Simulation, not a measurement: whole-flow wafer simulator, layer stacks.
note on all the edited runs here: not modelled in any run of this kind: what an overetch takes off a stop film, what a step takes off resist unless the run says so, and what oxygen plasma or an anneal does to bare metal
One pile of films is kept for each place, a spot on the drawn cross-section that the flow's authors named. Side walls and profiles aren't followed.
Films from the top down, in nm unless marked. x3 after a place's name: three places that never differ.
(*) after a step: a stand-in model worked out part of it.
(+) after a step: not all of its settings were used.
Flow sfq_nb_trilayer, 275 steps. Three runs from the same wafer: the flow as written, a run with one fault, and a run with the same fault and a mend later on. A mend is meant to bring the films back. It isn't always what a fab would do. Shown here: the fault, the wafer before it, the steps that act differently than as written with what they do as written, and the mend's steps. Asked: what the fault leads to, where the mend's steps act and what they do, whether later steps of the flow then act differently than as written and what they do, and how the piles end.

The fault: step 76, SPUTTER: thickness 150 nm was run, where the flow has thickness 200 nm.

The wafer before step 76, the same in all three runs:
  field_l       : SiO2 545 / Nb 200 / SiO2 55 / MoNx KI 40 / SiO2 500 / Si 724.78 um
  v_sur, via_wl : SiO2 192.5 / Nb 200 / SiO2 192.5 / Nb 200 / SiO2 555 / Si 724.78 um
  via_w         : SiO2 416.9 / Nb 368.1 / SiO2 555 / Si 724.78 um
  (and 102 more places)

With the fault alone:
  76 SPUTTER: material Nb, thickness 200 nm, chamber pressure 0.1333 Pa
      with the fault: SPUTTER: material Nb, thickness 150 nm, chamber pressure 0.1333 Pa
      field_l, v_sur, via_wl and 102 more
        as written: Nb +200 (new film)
        with the fault: Nb +150 (new film)
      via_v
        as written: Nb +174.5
        with the fault: Nb +131.5
  Later steps of the flow that act differently than as written (5 more steps differ only slightly, by at most 2% or 0.5 nm, whichever is larger, and aren't shown):
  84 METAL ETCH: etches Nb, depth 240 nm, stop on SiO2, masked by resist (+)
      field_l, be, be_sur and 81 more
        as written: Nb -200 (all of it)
        with the fault: Nb -150 (all of it)
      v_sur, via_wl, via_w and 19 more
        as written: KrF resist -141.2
        with the fault: KrF resist -132.4
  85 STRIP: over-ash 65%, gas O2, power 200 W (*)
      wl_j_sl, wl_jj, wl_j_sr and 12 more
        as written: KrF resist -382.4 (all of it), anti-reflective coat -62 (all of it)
        with the fault: KrF resist -391.2 (all of it), anti-reflective coat -62 (all of it)
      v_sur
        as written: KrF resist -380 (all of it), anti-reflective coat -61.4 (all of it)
        with the fault: KrF resist -388.9 (all of it), anti-reflective coat -61.4 (all of it)
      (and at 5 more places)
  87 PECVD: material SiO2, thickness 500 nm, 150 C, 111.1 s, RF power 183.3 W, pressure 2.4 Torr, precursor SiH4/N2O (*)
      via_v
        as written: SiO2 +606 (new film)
        with the fault: SiO2 +593.6 (new film)
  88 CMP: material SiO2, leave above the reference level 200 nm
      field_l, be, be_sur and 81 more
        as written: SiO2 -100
        with the fault: SiO2 -150
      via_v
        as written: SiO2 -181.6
        with the fault: SiO2 -176.1
  At the end the piles differ from the flow's by more than 2% or 0.5 nm, whichever is larger, at v_sur, via_wl, via_w and 78 more.
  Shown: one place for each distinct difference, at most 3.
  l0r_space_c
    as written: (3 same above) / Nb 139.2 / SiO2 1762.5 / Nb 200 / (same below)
    with the fault: (3 same above) / Nb 139.2 / SiO2 1712.5 / Nb 200 / (same below)
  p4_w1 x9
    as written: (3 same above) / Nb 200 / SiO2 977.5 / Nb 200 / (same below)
    with the fault: (3 same above) / Nb 200 / SiO2 927.5 / Nb 200 / (same below)
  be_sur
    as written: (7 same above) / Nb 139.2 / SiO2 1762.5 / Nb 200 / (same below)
    with the fault: (7 same above) / Nb 139.2 / SiO2 1712.5 / Nb 200 / (same below)

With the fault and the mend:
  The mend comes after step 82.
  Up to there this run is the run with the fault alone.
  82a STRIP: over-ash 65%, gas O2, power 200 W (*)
      p4_fl x3, p4_w1 x9, p4_g1 x2 and 48 more
        anti-reflective coat -62 (all of it)
      wl_j_sl, wl_jj, wl_j_sr and 12 more
        KrF resist -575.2 (all of it), anti-reflective coat -62 (all of it)
      moat, field_r, lsp_l and 6 more
        anti-reflective coat -61.8 (all of it)
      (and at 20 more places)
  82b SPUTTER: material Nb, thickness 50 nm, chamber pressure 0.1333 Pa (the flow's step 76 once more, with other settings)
      field_l, v_sur, via_wl and 102 more
        Nb +50
      via_v
        Nb +39.5
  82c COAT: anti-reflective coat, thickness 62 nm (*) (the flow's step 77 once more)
      p4_fl x3, p4_w1 x9, p4_g1 x2 and 63 more
        anti-reflective coat +62 (new film)
      moat, field_r, lsp_l and 6 more
        anti-reflective coat +61.8 (new film)
      be_r, r_sur, res, r_end
        anti-reflective coat +61.7 (new film)
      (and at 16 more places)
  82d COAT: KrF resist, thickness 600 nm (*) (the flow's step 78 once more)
      p4_fl x3, p4_w1 x9, p4_g1 x2 and 63 more
        KrF resist +600 (new film)
      field_r, lsp_l, ln_m5, l0v
        KrF resist +599.5 (new film)
      lsp_m, ln_m6, lsp_r, l0_sur
        KrF resist +599.6 (new film)
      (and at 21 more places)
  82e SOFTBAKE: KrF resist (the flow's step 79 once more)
      changes no film at any place that is followed
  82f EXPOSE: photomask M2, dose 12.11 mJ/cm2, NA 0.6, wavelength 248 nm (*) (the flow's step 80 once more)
      changes no film at any place that is followed
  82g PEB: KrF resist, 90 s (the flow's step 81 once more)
      field_l, v_sur, via_wl and 97 more
        KrF resist -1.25
      via_w, via_wr, via_sp, wire, be
        KrF resist -1.24
      via_v
        KrF resist -1.59
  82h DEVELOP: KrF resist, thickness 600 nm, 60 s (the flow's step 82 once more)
      p4_fl x3, p4_w1 x9, p4_g1 x2 and 48 more
        KrF resist -598.7 (all of it)
      v_sur, via_wl, via_w and 19 more
        KrF resist -23.5
      lsp_l, ln_m5, lsp_m, ln_m6, lsp_r, l0_sur, l0v
        KrF resist -598.3 (all of it)
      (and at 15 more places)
  No later step of the flow acts differently than as written, at any place that is followed, by more than 2% or 0.5 nm, whichever is larger.
  At the end the piles differ from the flow's only slightly at the places that both follow, by at most 2% or 0.5 nm, whichever is larger.
